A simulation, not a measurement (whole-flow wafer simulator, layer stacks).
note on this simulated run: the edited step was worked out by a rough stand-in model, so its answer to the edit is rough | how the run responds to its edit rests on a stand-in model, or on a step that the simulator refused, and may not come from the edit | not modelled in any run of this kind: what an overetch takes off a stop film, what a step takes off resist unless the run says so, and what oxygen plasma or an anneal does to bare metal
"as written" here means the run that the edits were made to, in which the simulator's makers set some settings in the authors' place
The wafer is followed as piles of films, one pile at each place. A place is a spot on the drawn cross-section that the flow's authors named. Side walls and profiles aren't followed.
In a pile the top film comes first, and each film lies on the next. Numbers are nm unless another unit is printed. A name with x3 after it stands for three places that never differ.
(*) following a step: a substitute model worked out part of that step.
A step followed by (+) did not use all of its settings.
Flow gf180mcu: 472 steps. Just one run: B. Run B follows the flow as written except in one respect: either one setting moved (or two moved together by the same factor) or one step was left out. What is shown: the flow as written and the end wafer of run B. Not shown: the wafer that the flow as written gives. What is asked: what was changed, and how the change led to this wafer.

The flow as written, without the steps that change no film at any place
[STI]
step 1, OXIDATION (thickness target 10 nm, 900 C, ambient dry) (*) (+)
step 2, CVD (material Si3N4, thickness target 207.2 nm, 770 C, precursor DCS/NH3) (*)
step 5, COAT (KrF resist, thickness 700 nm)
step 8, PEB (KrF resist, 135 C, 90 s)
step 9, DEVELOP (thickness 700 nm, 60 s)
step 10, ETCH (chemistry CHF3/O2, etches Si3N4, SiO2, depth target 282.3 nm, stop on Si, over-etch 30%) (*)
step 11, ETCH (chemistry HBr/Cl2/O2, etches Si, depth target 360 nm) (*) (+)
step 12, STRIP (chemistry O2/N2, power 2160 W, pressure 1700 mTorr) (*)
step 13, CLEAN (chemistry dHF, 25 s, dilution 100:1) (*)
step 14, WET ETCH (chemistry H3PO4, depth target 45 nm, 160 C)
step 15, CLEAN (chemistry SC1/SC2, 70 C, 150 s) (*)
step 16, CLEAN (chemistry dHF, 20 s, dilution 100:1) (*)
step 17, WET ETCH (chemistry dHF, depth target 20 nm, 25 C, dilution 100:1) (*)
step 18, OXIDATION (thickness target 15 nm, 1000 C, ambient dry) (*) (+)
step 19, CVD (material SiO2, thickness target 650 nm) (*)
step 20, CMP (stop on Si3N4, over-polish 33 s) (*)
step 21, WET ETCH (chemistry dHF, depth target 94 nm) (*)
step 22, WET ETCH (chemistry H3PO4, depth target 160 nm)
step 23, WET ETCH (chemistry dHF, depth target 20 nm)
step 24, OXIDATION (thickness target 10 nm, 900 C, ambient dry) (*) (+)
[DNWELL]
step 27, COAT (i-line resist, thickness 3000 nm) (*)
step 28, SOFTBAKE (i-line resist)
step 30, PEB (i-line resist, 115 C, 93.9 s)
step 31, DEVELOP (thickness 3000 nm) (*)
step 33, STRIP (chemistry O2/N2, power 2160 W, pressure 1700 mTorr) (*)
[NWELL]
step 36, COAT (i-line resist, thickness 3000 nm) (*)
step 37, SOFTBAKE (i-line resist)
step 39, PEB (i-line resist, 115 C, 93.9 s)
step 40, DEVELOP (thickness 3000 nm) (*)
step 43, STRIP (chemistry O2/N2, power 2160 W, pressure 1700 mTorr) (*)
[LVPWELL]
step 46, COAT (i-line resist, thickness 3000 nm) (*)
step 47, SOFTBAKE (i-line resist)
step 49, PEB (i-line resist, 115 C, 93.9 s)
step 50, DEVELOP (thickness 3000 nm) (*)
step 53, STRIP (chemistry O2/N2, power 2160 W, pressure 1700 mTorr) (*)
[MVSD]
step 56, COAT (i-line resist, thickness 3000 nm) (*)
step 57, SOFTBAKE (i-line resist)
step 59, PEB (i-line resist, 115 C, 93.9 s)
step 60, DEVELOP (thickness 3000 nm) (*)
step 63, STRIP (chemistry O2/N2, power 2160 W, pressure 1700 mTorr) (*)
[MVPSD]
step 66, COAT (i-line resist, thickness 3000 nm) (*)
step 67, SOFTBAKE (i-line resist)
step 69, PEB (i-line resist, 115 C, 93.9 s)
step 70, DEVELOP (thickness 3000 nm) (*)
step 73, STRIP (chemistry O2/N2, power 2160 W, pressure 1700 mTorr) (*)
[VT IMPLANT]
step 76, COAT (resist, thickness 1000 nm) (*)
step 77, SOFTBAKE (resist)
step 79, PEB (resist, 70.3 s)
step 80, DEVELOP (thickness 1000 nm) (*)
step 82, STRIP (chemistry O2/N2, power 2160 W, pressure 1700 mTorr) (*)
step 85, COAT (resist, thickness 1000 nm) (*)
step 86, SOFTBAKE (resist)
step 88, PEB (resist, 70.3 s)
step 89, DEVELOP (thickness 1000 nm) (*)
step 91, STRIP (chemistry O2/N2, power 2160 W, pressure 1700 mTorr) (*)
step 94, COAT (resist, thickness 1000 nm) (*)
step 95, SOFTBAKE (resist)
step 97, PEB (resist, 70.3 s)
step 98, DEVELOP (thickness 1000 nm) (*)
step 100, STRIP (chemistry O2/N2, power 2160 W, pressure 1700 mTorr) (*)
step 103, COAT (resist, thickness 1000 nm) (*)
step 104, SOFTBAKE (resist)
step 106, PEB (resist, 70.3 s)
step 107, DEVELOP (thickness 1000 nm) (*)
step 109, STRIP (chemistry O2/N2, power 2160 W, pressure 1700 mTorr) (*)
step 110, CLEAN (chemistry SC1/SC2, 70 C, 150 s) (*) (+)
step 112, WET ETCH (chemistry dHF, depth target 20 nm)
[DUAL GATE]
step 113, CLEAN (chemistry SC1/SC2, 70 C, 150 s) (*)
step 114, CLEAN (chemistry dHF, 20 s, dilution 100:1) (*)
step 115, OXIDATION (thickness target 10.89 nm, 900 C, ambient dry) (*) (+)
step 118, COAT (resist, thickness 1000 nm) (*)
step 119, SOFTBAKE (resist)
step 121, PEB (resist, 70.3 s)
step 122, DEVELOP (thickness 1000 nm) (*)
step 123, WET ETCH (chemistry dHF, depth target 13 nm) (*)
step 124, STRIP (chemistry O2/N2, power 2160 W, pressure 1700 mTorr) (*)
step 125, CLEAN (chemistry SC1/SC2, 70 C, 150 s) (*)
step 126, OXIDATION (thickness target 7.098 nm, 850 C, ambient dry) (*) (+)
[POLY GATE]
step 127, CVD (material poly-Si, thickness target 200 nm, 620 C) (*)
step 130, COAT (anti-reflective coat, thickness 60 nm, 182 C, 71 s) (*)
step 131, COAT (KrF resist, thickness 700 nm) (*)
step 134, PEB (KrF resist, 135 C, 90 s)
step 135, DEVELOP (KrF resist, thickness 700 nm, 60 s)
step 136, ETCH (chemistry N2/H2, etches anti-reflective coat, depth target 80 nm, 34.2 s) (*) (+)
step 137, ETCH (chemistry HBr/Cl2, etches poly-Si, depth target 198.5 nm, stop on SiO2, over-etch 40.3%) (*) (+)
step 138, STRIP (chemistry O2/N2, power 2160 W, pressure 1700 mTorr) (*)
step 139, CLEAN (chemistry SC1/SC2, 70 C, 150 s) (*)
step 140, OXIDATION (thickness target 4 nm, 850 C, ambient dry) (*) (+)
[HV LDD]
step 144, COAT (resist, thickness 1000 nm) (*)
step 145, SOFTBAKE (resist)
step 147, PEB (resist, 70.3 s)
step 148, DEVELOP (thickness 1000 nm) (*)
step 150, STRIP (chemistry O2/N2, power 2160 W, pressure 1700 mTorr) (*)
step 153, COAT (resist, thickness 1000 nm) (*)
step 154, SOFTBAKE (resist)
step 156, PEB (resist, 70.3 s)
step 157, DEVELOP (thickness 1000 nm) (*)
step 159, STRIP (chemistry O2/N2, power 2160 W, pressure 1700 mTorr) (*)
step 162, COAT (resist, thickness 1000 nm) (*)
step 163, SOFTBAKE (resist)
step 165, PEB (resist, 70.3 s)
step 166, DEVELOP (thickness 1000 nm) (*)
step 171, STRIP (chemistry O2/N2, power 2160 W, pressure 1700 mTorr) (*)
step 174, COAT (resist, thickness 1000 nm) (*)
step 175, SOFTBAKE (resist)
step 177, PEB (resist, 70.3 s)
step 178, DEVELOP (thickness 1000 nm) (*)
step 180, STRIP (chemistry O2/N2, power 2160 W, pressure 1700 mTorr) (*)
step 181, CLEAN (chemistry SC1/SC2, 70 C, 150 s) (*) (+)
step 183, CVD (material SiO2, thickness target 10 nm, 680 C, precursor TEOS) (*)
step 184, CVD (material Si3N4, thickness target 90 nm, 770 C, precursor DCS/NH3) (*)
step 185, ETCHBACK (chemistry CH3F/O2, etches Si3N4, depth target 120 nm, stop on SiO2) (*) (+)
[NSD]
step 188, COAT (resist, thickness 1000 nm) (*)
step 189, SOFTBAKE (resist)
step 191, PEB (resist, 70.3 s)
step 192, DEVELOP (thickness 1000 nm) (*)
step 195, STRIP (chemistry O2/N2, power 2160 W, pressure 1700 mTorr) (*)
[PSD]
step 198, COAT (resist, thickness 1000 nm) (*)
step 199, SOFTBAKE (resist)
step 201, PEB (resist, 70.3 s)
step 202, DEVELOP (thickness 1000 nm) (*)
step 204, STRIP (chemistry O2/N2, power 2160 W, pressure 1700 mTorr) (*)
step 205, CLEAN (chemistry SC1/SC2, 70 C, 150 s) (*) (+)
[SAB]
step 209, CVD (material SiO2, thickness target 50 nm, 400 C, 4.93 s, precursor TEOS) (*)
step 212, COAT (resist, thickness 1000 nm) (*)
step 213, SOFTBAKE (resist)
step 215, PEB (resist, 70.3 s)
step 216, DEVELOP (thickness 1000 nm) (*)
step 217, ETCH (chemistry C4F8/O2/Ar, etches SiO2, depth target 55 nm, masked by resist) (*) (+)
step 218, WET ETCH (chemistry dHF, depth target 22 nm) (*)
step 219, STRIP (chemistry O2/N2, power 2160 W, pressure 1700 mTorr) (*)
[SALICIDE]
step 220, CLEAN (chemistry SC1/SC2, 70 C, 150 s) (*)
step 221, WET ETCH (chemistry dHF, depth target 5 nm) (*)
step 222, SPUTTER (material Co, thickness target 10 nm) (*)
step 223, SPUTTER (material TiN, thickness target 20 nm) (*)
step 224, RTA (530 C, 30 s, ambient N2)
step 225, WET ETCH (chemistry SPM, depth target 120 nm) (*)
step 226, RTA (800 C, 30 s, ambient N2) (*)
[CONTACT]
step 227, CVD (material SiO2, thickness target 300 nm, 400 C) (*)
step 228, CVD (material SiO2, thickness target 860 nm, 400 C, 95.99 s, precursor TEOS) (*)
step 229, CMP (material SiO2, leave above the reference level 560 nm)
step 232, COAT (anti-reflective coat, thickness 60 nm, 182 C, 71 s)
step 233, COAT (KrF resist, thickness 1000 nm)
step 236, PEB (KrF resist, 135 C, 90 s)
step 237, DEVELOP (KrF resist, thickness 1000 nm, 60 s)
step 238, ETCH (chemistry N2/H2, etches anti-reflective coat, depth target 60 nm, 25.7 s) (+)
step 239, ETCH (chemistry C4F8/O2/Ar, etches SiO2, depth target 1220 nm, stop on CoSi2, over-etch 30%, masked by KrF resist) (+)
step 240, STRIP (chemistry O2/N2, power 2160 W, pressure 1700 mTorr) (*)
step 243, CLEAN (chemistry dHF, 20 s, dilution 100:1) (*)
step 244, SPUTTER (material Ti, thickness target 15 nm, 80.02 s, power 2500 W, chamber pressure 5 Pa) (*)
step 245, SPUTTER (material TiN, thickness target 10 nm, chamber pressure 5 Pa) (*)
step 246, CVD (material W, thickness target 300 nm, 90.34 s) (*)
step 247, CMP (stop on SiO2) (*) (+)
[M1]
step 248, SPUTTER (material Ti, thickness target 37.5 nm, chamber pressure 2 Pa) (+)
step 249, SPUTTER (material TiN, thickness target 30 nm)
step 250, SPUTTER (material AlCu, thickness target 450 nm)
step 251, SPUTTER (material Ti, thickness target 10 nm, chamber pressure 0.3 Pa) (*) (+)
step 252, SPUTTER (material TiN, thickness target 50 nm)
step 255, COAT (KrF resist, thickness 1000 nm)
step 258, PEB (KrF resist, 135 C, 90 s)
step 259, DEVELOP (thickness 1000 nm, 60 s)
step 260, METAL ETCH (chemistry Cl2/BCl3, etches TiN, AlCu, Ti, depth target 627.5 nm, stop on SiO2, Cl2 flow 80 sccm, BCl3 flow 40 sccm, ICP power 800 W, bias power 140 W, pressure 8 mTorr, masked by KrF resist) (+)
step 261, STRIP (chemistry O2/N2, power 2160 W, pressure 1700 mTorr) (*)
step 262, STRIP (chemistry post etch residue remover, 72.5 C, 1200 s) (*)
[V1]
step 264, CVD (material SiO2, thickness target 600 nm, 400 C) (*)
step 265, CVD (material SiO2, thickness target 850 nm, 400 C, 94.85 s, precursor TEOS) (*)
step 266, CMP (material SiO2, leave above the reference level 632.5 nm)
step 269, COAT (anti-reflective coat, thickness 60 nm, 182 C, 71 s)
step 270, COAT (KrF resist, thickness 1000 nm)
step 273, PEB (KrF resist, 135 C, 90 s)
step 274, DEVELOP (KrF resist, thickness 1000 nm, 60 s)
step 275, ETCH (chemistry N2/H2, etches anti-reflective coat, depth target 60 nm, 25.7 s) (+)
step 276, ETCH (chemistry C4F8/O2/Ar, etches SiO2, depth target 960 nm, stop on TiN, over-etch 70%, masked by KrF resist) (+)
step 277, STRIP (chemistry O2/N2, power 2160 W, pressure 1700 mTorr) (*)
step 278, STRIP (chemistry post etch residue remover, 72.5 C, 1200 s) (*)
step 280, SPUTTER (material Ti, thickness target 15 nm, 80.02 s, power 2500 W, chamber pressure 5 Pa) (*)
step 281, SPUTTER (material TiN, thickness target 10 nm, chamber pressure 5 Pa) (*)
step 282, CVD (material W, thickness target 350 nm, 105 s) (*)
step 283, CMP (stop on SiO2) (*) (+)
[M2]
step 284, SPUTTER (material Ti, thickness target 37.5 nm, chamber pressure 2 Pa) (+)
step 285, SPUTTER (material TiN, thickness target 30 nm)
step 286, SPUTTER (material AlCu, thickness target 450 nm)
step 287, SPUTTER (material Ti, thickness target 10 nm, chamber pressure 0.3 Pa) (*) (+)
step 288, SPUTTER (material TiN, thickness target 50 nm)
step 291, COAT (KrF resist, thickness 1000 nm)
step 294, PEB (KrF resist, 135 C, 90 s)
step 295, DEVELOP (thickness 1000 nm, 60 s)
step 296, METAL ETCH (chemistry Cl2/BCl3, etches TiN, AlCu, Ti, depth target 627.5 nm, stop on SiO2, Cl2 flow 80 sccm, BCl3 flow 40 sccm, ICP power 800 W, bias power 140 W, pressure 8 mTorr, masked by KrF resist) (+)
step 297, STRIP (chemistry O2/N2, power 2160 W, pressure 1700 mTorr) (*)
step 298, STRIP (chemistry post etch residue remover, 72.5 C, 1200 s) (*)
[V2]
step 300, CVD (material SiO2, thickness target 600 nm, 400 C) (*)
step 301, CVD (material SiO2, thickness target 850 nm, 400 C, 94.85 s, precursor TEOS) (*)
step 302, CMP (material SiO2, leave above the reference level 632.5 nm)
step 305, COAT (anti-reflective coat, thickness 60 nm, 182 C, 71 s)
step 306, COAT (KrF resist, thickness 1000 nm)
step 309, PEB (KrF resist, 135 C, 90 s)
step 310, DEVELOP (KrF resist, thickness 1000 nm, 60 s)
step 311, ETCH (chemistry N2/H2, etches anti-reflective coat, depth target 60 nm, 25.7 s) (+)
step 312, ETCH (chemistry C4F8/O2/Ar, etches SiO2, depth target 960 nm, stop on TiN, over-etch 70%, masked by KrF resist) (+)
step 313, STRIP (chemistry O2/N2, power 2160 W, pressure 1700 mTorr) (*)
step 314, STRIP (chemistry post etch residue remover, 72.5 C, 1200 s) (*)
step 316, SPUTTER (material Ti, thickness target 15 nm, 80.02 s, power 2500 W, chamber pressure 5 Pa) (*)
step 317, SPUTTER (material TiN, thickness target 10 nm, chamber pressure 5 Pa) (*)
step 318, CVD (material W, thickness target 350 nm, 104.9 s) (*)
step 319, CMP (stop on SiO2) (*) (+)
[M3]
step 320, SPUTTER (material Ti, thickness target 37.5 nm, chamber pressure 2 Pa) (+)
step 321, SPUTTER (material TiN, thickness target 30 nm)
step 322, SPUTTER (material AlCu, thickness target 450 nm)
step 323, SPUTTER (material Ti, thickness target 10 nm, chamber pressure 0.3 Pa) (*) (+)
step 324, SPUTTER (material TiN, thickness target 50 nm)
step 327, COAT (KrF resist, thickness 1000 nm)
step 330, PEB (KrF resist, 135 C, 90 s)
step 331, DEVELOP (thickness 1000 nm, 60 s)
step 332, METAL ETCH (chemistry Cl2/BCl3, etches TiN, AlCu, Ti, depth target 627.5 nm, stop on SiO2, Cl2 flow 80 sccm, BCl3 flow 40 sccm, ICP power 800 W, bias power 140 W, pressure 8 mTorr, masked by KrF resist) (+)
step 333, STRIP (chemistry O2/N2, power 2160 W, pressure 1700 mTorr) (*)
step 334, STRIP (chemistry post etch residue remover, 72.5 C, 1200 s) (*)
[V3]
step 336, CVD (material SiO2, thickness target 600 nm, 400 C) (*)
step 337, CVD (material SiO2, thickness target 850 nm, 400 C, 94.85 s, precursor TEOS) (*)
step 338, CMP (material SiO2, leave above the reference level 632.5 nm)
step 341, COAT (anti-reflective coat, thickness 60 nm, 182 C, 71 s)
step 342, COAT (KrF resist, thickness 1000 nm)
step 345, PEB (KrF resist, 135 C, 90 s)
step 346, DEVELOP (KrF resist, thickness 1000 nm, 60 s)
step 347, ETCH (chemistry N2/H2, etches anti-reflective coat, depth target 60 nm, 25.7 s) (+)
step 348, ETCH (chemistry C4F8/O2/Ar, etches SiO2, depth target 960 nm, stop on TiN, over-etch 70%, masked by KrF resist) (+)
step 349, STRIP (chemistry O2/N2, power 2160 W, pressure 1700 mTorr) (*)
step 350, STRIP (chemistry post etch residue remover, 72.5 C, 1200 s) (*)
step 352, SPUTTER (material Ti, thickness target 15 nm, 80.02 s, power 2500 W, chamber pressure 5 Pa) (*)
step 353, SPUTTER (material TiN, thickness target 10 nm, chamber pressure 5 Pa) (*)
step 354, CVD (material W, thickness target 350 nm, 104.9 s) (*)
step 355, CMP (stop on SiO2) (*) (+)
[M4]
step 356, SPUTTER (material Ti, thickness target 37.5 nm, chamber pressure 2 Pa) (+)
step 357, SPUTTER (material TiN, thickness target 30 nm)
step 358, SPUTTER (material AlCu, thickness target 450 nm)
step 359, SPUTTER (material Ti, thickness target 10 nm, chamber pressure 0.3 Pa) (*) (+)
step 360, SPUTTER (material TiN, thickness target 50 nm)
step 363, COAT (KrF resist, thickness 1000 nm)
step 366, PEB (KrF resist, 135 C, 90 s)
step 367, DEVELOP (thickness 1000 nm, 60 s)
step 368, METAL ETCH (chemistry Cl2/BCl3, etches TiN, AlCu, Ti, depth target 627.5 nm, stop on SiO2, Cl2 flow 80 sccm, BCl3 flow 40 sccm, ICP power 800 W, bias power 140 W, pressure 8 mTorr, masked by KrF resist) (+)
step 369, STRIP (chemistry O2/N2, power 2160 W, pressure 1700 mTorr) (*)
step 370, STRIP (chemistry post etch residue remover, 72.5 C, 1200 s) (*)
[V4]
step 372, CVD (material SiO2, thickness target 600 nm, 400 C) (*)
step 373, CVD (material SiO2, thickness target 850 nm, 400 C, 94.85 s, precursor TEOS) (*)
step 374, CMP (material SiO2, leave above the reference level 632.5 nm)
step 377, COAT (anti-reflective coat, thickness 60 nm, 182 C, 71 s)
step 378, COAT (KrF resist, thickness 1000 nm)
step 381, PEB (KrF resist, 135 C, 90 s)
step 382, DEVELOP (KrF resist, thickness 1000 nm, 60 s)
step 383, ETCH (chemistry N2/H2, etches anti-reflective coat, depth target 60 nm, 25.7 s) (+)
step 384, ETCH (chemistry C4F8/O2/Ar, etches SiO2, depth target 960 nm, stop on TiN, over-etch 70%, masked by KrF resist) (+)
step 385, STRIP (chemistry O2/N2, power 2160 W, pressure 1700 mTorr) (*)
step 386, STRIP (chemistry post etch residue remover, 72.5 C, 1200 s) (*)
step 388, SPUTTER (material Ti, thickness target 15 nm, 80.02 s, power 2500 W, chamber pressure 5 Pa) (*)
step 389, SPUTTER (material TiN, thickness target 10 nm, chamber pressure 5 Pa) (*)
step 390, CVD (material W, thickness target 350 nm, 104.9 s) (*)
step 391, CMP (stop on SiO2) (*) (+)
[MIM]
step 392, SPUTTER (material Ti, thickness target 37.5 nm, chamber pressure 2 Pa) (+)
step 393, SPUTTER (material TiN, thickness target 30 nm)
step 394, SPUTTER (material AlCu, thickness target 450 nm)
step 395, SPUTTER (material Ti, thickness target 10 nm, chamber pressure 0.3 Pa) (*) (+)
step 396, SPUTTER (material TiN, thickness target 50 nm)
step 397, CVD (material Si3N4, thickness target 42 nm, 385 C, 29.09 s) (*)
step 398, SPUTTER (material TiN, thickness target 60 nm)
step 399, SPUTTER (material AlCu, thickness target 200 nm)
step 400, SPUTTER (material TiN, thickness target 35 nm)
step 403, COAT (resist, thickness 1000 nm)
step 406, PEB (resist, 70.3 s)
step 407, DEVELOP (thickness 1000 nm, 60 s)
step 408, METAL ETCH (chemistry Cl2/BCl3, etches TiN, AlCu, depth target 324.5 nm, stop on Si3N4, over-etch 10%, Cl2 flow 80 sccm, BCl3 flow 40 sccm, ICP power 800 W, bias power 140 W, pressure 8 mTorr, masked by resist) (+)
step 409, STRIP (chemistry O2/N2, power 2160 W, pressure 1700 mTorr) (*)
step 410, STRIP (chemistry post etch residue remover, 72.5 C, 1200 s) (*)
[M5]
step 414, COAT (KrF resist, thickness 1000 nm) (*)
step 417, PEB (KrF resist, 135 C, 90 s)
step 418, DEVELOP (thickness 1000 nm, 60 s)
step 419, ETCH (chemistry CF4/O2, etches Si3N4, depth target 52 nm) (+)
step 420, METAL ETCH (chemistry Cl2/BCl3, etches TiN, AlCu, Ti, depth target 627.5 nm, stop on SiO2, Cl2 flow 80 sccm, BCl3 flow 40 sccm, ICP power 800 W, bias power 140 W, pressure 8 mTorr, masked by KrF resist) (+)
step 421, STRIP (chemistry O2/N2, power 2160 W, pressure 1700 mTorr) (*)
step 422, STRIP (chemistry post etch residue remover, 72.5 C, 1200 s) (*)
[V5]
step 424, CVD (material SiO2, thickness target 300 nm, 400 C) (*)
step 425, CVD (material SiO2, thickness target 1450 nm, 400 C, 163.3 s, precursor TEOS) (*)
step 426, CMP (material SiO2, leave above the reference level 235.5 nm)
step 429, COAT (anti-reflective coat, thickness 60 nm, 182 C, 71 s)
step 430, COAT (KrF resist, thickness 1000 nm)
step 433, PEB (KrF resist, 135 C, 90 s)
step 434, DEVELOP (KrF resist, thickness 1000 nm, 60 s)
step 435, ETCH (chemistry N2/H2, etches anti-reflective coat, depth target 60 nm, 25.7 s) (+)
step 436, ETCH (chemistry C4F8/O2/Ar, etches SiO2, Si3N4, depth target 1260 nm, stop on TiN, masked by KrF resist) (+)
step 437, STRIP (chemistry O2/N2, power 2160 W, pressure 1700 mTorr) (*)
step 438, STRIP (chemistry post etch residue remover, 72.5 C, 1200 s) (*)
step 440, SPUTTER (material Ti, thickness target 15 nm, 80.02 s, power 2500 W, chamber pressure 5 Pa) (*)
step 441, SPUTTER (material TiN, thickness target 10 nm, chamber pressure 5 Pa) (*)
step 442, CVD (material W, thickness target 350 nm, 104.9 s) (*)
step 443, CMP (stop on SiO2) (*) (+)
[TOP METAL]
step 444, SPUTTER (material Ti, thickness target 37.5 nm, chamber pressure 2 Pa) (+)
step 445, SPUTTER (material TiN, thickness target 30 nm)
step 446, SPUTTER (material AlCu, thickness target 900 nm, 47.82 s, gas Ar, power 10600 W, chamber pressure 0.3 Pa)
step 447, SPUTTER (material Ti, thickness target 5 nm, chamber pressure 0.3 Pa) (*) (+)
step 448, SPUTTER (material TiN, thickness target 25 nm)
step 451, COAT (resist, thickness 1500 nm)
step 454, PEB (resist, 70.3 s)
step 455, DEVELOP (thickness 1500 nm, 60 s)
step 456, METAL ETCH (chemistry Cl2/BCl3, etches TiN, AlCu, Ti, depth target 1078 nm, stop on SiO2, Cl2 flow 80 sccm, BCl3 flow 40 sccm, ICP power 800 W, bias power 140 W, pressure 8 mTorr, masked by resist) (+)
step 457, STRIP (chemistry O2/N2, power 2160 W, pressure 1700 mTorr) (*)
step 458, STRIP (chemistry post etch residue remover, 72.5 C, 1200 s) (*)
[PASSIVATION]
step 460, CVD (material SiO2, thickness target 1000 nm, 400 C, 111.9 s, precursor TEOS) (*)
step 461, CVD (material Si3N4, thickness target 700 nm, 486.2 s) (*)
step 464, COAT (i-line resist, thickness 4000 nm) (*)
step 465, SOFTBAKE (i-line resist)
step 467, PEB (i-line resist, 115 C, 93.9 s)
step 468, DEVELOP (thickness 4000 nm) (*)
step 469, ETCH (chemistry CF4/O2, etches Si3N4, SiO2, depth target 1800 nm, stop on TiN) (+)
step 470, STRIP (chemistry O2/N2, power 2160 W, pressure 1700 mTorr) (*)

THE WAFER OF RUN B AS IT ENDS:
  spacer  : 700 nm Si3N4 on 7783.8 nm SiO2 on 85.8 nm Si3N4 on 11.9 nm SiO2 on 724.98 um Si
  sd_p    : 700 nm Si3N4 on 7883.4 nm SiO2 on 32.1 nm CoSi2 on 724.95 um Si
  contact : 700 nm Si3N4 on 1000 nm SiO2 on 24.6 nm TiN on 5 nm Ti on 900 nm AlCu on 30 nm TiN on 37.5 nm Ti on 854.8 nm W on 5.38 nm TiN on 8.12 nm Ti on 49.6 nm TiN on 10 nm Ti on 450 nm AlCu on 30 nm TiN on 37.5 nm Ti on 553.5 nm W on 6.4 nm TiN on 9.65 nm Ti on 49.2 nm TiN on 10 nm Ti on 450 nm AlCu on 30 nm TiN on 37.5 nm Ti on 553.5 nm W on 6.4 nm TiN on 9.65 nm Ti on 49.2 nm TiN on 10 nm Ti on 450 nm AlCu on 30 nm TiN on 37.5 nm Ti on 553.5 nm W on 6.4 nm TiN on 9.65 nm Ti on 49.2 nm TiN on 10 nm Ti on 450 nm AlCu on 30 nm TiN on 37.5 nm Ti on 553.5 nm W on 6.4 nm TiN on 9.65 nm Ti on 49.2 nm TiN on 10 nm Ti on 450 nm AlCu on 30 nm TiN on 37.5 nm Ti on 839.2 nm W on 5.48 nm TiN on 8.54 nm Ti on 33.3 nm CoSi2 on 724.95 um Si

What caused this: step 183, CVD: thickness target 4.75 nm was run, while the flow as written has thickness target 10 nm.

Step by step, how the change led to this:
  step 183, CVD (material SiO2, thickness target 10 nm, 680 C, precursor TEOS) (*)
      field, field__w1, field__w2 and 99 more: SiO2 gains 4.75 (it would be, as written: SiO2 gains 10)
      ld_drift_p: SiO2 gains 4.69 (it would be, as written: SiO2 gains 9.87)
      (as well as at 1 more place)
  step 189, SOFTBAKE (resist)
      field: resist loses 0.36 (it would be, as written: resist gains 3.56)
      active_hv: resist loses 0.53 (it would be, as written: resist gains 2.68)
      (as well as at 1 more place)
  step 199, SOFTBAKE (resist)
      field: resist loses 0.36 (it would be, as written: resist gains 3.56)
      active_hv: resist loses 0.53 (it would be, as written: resist gains 2.68)
      (as well as at 1 more place)
  step 217, ETCH (chemistry C4F8/O2/Ar, etches SiO2, depth target 55 nm, masked by resist) (*) (+)
      gate, gate_hv, gate_p and 23 more: SiO2 loses 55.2 (all of it) (it would be, as written: SiO2 loses 55)
  step 218, WET ETCH (chemistry dHF, depth target 22 nm) (*)
      gate, gate_hv, gate_p and 23 more: nothing (it would be, as written: SiO2 loses 5.48 (all of it))
      active, p_well, sd_n, iso_ptap_pw, iso_ntap_nw, iso_ptap_sub, vpnp_e: SiO2 loses 3.76 (all of it) (it would be, as written: SiO2 loses 9.01 (all of it))
      (as well as at 16 more places)
  step 229, CMP (material SiO2, leave above the reference level 560 nm)
      field_sub, field_sub__w2: SiO2 loses 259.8 (it would be, as written: SiO2 loses 265.5)
      field__w2: SiO2 loses 243.6 (it would be, as written: SiO2 loses 250)
      (as well as at 10 more places)
